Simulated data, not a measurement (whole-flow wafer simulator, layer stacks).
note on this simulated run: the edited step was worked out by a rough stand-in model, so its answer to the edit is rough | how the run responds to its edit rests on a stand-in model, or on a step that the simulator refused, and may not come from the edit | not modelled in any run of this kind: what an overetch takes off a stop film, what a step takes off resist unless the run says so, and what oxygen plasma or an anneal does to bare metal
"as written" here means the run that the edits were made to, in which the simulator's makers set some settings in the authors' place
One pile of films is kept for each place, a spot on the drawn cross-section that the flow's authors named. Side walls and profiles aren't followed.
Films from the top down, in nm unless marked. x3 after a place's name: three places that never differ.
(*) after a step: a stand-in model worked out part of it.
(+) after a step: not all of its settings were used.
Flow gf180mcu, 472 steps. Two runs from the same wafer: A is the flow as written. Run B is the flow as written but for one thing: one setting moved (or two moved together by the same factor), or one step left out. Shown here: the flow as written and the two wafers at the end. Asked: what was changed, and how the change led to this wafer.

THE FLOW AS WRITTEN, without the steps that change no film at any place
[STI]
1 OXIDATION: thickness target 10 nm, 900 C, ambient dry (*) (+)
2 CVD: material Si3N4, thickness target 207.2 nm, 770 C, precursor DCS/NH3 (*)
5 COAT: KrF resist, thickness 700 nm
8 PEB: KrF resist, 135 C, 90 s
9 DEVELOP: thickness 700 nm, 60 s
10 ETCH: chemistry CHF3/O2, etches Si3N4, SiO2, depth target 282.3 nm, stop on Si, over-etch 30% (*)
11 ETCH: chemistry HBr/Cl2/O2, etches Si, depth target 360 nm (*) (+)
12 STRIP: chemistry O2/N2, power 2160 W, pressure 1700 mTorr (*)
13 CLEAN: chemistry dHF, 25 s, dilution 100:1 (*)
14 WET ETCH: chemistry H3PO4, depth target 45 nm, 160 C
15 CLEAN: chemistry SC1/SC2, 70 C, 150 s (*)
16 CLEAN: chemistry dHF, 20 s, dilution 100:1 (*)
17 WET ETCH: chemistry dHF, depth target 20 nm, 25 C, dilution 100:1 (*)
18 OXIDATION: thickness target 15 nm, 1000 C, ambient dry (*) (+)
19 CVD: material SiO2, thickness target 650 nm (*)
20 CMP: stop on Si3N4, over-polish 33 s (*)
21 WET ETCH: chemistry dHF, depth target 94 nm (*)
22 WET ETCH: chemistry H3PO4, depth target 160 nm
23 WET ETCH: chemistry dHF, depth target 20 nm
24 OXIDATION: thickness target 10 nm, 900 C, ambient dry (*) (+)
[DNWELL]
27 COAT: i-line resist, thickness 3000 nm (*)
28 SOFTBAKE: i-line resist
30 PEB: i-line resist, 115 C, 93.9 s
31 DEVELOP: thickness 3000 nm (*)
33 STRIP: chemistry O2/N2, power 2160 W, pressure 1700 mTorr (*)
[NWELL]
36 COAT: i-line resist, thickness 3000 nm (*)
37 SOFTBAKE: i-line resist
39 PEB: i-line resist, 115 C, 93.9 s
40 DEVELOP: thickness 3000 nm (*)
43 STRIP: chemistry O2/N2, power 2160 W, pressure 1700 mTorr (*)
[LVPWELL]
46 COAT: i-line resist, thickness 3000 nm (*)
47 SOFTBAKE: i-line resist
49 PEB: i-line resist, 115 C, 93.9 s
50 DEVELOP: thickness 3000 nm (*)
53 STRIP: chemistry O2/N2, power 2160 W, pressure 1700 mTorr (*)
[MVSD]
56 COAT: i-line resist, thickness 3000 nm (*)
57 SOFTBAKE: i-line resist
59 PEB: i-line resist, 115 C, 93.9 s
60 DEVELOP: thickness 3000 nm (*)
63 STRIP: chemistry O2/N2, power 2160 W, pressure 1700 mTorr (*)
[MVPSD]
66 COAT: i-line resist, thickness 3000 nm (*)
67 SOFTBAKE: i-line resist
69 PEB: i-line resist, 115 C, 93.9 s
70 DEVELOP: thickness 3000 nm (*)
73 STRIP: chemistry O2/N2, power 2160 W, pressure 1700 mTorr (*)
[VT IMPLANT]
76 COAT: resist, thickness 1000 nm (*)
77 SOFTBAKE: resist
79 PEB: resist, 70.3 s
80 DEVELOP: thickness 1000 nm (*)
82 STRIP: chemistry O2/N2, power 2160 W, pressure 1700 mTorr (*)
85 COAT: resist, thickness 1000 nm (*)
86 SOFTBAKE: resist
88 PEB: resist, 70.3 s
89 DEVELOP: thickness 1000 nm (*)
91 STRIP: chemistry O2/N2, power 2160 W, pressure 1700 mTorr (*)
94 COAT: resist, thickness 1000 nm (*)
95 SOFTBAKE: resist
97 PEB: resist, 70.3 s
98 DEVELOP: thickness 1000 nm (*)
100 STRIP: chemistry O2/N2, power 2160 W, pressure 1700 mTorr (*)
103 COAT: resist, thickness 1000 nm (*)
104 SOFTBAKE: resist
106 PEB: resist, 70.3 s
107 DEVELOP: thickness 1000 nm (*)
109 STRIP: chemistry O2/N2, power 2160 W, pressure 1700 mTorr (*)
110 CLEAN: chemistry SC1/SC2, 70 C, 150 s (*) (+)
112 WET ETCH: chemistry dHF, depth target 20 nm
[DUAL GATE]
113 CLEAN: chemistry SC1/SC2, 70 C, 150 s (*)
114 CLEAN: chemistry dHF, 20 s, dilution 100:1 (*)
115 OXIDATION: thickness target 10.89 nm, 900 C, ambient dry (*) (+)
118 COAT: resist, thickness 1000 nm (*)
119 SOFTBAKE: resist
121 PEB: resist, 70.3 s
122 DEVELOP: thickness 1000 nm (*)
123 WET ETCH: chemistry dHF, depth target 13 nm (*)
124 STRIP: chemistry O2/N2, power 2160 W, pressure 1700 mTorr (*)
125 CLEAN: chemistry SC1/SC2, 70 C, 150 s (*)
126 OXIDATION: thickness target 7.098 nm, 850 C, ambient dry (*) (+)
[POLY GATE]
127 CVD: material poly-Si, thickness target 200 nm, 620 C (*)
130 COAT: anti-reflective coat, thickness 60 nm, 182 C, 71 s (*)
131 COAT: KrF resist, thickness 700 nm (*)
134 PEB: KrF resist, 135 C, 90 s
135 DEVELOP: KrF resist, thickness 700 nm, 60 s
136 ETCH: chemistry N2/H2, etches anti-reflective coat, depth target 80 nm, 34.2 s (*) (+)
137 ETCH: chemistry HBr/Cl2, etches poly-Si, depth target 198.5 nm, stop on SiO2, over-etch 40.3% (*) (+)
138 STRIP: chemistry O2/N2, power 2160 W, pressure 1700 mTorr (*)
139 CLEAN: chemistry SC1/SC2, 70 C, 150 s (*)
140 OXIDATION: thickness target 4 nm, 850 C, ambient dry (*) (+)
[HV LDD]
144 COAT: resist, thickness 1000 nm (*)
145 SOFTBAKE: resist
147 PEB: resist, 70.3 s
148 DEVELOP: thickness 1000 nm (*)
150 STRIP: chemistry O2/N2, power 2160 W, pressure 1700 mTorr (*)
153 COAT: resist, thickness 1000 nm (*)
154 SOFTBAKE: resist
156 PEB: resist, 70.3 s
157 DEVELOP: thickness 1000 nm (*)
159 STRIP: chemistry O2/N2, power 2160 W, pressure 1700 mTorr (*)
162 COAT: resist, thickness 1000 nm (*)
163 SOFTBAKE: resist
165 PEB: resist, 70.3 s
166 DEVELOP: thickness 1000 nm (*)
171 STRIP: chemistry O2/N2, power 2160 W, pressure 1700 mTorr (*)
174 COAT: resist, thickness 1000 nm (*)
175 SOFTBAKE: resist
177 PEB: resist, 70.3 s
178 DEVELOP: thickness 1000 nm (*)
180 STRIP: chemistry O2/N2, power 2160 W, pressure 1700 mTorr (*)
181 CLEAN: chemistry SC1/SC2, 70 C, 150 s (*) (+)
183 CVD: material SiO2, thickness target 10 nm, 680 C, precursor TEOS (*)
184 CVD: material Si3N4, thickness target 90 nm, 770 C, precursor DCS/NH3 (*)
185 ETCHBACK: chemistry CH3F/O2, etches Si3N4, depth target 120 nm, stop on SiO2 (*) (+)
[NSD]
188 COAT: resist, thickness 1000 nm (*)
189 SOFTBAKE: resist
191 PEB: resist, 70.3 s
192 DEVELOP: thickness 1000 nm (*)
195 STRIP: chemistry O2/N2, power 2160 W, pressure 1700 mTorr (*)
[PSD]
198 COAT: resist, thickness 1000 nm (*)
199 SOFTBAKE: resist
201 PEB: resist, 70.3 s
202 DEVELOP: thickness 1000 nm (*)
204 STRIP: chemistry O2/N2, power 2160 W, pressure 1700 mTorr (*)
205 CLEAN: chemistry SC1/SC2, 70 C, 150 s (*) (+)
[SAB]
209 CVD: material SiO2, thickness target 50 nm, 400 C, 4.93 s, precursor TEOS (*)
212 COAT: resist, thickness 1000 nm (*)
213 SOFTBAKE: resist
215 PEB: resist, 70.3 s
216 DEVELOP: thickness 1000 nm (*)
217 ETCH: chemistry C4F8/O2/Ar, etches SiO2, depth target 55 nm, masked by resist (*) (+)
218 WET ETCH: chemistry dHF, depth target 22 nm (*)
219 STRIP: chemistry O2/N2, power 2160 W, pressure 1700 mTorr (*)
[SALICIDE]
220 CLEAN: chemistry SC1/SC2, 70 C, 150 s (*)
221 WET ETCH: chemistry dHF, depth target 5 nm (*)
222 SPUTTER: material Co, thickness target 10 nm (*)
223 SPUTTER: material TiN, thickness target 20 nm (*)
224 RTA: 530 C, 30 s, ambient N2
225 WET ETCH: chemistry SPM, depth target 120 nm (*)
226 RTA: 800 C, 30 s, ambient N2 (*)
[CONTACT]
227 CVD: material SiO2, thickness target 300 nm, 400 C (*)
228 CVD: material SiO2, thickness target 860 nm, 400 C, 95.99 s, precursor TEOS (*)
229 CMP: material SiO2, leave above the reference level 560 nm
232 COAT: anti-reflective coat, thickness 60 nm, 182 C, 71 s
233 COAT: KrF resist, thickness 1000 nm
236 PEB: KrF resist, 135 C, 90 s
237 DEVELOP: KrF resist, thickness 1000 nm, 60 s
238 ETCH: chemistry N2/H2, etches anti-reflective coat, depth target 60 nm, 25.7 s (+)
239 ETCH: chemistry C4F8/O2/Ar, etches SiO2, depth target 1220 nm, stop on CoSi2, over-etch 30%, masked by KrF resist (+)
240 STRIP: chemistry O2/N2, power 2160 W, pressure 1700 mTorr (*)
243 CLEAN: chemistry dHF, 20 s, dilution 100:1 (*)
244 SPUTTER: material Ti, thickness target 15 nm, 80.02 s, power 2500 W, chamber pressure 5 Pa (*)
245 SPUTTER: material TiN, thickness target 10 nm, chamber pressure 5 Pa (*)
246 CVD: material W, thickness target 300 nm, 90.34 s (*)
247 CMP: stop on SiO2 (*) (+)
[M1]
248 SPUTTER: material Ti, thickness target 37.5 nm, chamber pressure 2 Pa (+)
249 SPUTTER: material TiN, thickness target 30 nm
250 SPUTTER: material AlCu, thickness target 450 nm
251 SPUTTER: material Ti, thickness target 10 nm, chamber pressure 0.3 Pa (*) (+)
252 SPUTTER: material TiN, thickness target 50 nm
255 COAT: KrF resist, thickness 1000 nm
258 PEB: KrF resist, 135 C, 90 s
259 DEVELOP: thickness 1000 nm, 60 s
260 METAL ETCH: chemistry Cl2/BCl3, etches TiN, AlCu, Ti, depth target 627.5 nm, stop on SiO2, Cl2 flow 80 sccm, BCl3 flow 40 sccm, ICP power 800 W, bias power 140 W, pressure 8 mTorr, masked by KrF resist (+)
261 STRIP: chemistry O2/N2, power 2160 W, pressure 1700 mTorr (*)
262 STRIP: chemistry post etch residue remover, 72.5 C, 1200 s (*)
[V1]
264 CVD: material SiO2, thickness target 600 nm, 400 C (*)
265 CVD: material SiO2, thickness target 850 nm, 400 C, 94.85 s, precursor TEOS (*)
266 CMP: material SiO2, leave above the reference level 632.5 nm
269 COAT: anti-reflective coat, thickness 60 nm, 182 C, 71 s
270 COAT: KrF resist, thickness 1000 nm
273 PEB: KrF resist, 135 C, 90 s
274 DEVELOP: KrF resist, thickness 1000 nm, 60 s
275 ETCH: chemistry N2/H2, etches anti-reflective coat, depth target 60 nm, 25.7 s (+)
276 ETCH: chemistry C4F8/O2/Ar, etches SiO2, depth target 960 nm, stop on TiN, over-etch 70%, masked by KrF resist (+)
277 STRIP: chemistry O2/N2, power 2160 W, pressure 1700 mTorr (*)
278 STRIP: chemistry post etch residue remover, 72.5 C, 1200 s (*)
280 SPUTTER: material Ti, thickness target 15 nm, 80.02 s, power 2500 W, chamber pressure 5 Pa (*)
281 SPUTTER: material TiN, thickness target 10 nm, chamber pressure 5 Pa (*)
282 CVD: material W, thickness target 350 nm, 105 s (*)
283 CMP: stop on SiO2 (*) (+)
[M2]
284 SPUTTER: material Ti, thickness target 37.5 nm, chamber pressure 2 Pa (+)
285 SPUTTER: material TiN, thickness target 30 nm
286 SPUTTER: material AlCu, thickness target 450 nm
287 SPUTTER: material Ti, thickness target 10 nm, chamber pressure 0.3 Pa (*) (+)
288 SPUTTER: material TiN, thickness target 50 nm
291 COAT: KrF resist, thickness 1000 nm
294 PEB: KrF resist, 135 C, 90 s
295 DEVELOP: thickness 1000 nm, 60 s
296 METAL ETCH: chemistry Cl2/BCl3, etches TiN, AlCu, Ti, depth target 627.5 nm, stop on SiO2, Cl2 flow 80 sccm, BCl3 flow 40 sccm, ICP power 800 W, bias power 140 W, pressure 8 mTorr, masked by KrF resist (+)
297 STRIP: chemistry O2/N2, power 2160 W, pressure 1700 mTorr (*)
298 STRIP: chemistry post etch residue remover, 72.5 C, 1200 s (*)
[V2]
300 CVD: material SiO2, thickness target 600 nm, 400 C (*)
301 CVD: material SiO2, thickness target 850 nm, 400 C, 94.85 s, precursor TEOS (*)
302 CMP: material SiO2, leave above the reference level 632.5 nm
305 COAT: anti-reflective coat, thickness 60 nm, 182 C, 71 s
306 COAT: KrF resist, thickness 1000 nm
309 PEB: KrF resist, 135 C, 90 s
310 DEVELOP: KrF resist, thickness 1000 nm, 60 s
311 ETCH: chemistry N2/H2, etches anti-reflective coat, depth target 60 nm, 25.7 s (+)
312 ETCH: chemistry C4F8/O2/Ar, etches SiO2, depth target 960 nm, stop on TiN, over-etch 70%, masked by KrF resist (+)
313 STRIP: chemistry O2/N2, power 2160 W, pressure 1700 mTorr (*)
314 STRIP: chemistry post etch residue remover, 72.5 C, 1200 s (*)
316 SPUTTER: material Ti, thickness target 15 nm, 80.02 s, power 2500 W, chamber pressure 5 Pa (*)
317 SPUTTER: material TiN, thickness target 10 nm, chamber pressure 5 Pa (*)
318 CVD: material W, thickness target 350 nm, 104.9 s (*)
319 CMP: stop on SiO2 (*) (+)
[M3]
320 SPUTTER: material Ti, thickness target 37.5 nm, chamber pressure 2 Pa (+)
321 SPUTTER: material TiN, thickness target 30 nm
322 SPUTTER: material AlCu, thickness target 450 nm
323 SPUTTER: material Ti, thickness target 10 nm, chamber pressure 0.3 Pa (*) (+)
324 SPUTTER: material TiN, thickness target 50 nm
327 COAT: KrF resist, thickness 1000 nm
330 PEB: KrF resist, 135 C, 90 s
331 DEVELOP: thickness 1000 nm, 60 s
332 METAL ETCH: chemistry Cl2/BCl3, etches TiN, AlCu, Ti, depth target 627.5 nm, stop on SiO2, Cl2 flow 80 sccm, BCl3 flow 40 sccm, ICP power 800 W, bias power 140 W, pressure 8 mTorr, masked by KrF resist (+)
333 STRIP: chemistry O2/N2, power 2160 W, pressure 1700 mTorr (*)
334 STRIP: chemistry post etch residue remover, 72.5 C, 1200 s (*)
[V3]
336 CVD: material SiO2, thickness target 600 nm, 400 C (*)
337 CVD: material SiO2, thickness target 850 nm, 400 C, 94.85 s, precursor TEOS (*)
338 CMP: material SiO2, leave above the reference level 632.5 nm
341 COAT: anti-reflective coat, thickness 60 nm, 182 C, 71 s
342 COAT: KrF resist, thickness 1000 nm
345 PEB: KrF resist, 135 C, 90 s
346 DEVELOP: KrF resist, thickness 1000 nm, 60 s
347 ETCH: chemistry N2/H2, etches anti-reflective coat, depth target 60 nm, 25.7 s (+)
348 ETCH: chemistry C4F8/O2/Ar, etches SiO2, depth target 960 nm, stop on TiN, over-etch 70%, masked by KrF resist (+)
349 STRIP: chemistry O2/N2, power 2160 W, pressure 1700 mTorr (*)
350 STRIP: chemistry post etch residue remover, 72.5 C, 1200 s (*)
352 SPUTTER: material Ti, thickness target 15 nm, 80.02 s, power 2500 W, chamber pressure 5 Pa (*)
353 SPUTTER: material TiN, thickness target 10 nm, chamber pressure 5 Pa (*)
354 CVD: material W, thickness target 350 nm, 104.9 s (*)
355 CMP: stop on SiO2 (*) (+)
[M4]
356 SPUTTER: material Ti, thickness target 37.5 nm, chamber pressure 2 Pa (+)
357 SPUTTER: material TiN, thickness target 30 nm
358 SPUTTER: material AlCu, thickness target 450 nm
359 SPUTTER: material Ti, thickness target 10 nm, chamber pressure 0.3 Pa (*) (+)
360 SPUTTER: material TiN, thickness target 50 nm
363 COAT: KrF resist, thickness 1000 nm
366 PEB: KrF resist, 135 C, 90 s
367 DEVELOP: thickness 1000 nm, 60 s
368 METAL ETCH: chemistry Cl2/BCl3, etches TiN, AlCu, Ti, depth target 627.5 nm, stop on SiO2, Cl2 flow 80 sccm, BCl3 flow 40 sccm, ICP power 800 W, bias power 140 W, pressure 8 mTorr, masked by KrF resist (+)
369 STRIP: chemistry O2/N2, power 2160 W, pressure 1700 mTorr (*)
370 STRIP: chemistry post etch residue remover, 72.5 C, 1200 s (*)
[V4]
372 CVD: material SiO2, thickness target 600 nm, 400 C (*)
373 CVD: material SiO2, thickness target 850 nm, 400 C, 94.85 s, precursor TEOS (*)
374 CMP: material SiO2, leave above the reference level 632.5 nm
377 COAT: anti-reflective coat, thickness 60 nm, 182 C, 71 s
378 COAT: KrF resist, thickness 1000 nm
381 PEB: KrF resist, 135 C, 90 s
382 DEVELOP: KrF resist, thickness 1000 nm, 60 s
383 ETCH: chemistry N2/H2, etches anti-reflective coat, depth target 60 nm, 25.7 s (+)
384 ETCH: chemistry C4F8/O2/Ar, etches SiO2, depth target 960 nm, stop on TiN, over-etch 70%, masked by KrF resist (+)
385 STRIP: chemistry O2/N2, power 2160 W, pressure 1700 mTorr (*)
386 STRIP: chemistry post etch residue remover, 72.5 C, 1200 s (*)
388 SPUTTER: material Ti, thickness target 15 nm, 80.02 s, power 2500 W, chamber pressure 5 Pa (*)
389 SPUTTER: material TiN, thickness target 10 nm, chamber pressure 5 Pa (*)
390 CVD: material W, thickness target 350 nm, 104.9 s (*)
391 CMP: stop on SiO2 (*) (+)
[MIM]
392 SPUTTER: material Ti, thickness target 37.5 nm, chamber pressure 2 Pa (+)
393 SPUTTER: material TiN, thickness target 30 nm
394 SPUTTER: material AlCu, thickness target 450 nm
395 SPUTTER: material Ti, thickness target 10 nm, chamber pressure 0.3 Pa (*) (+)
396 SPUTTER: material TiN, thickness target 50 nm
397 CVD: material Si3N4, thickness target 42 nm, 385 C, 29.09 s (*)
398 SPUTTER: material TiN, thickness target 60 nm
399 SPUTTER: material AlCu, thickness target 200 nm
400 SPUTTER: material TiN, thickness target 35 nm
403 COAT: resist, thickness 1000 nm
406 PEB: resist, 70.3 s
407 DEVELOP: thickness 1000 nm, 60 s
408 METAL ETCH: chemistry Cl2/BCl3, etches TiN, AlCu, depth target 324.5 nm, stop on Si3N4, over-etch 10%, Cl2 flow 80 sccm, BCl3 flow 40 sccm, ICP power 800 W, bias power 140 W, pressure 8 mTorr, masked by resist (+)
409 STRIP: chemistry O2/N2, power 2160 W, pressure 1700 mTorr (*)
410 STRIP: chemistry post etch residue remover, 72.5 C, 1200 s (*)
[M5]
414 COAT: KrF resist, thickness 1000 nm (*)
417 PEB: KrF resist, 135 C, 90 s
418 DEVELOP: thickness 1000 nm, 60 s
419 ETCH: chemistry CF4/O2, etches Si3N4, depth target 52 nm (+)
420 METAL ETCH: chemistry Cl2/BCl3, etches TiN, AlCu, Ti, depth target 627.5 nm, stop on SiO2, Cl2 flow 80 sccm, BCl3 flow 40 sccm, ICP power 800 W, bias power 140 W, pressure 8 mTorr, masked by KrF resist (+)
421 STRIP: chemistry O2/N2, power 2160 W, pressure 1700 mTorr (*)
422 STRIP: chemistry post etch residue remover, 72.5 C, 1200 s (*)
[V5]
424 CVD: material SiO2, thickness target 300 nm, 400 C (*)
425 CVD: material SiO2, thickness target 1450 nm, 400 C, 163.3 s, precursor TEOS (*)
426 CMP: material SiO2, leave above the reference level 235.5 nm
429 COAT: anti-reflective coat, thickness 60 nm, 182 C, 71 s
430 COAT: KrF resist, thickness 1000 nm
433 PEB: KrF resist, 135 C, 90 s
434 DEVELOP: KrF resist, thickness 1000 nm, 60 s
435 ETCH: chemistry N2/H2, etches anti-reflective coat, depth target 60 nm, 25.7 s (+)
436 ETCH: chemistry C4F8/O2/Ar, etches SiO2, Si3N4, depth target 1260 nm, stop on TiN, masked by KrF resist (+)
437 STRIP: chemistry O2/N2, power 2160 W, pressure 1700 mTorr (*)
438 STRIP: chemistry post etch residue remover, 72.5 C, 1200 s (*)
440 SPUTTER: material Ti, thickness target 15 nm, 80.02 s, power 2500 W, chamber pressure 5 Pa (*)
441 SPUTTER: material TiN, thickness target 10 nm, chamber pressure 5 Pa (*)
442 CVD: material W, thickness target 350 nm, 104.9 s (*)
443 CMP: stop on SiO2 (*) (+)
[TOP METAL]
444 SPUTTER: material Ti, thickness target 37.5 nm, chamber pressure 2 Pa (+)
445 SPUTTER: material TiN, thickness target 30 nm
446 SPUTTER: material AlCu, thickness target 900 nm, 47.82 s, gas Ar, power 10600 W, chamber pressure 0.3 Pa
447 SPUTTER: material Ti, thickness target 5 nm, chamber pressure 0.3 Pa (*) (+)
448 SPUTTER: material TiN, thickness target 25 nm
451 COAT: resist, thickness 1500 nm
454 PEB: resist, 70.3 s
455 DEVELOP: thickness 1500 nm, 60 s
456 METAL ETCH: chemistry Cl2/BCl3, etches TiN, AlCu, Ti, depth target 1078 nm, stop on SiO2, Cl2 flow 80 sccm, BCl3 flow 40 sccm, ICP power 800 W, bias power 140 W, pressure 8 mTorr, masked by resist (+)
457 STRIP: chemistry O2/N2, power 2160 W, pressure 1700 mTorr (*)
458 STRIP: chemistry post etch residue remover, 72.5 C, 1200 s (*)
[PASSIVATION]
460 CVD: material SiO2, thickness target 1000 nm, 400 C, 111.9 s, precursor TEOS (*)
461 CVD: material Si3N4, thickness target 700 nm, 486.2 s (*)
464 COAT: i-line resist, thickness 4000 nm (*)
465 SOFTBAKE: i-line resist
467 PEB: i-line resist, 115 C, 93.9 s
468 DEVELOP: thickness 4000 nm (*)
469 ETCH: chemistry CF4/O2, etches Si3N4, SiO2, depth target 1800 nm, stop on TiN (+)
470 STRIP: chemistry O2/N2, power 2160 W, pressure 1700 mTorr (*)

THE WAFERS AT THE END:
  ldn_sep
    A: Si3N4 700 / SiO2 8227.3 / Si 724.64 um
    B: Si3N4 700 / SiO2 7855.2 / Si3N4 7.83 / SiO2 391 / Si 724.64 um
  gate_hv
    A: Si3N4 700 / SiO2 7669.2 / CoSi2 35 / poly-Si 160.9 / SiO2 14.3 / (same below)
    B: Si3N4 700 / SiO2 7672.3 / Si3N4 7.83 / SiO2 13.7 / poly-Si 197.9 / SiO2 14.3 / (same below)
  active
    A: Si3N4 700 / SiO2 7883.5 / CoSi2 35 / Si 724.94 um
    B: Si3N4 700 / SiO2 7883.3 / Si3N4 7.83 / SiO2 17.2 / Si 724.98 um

The cause: step 185, ETCHBACK: depth target 78 nm was run, where the flow has depth target 120 nm.

How the change led to this, step by step:
  185 ETCHBACK: chemistry CH3F/O2, etches Si3N4, depth target 120 nm, stop on SiO2 (*) (+)
      field, field__w1, field__w2 and 100 more: A Si3N4 -90 (all of it), SiO2 -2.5 | B Si3N4 -78
  189 SOFTBAKE: resist
      field__w9: A resist +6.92 | B resist -3.14
      nw_enc_fld_lv: A resist +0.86 | B resist +5.57
  199 SOFTBAKE: resist
      field__w9: A resist +6.92 | B resist -3.14
      nw_enc_fld_lv: A resist +0.86 | B resist +5.57
  205 CLEAN: chemistry SC1/SC2, 70 C, 150 s (*) (+)
      field, field__w1, field__w2 and 105 more: A SiO2 -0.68 | B Si3N4 -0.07
  209 CVD: material SiO2, thickness target 50 nm, 400 C, 4.93 s, precursor TEOS (*)
      field, field__w7, field__w8 and 73 more: A SiO2 +50 | B SiO2 +50 (new film)
      field_sub__w1, field_sub__w3, field_sub__w4, field_sub__w5, ld_drift_n: A SiO2 +48.9 | B SiO2 +48.8 (new film)
      (and at 27 more places)
  217 ETCH: chemistry C4F8/O2/Ar, etches SiO2, depth target 55 nm, masked by resist (*) (+)
      field, field__w7, field__w8 and 70 more: A SiO2 -55 | B SiO2 -50 (all of it), Si3N4 -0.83
      field_sub__w1, field_sub__w3, field_sub__w4, field_sub__w5, ld_drift_n: A SiO2 -55 | B SiO2 -48.8 (all of it), Si3N4 -1.03
      (and at 21 more places)
  218 WET ETCH: chemistry dHF, depth target 22 nm (*)
      gate, gate_hv, gate_p and 23 more: A SiO2 -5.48 (all of it) | B Si3N4 -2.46
      field, field__w10, sti and 14 more: A SiO2 -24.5 | B Si3N4 -2.46
      (and at 56 more places)
  219 STRIP: chemistry O2/N2, power 2160 W, pressure 1700 mTorr (*)
      gate, gate_hv, gate_p and 23 more: A chemical SiO2 +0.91 (new film), poly-Si -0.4 | B nothing
      active, p_well, sd_n and 20 more: A chemical SiO2 +0.91 (new film), Si -0.4 | B nothing
  220 CLEAN: chemistry SC1/SC2, 70 C, 150 s (*)
      field, field__w1, field__w2 and 47 more: A SiO2 -0.68 | B Si3N4 -0.07
  221 WET ETCH: chemistry dHF, depth target 5 nm (*)
      active, p_well, gate and 46 more: A chemical SiO2 -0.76 (all of it) | B Si3N4 -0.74
      field, field__w1, field__w2 and 23 more: A SiO2 -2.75 | B Si3N4 -0.74
      (and at 24 more places)
  224 RTA: 530 C, 30 s, ambient N2
      gate, gate_hv, gate_p and 22 more: A under 1 film: CoSi +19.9 (new film), Co -10 (all of it), poly-Si -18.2 | B nothing
      active, p_well, sd_n and 11 more: A under 1 film: CoSi +19.9 (new film), Co -10 (all of it), Si -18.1 | B nothing
      (and at 10 more places)
  225 WET ETCH: chemistry SPM, depth target 120 nm (*)
      active, p_well, gate and 36 more: A TiN -20 (all of it) | B TiN -20 (all of it), Co -10 (all of it)
      sd_p: A TiN -17.9 (all of it) | B TiN -18.3 (all of it), Co -9.25 (all of it)
      (and at 9 more places)
  226 RTA: 800 C, 30 s, ambient N2 (*)
      gate, gate_hv, gate_p and 22 more: A CoSi2 +35 (new film), CoSi -19.9 (all of it), poly-Si -18.2 | B nothing
      active, p_well, sd_n and 11 more: A CoSi2 +35 (new film), CoSi -19.9 (all of it), Si -18.1 | B nothing
      (and at 10 more places)
  227 CVD: material SiO2, thickness target 300 nm, 400 C (*)
      field, field__w1, field__w2 and 47 more: A SiO2 +300 | B SiO2 +300 (new film)
  228 CVD: material SiO2, thickness target 860 nm, 400 C, 95.99 s, precursor TEOS (*)
      ld_drift_p: A SiO2 +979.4 | B SiO2 +958.8
  229 CMP: material SiO2, leave above the reference level 560 nm
      ldn_sep__w1, ldn_sep__w2, ldn_dft and 8 more: A SiO2 -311 | B SiO2 -328.3
      sti, mim_1p0, pad, dice_street, iso_nw_fld, iso_fld_sub: A SiO2 -296.8 | B SiO2 -314
      (and at 57 more places)
  ... 4 more steps ...
  471 ANNEAL: 400 C, 1800 s, ambient N2/H2
      polyc_n, polyc_p: A nothing | B under 9 films: void +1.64 (new film), Ti -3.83, TiSi first +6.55 (new film), poly-Si -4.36
      contact: A nothing | B under 49 films: void +1.62 (new film), Ti -3.83, TiSi first +6.55 (new film), Si -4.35
Counting metal films that touch as one body, gate_hv has 0 bodies; the flow as written gives 1 body.
Counting metal films that touch as one body, active has 0 bodies; the flow as written gives 1 body.
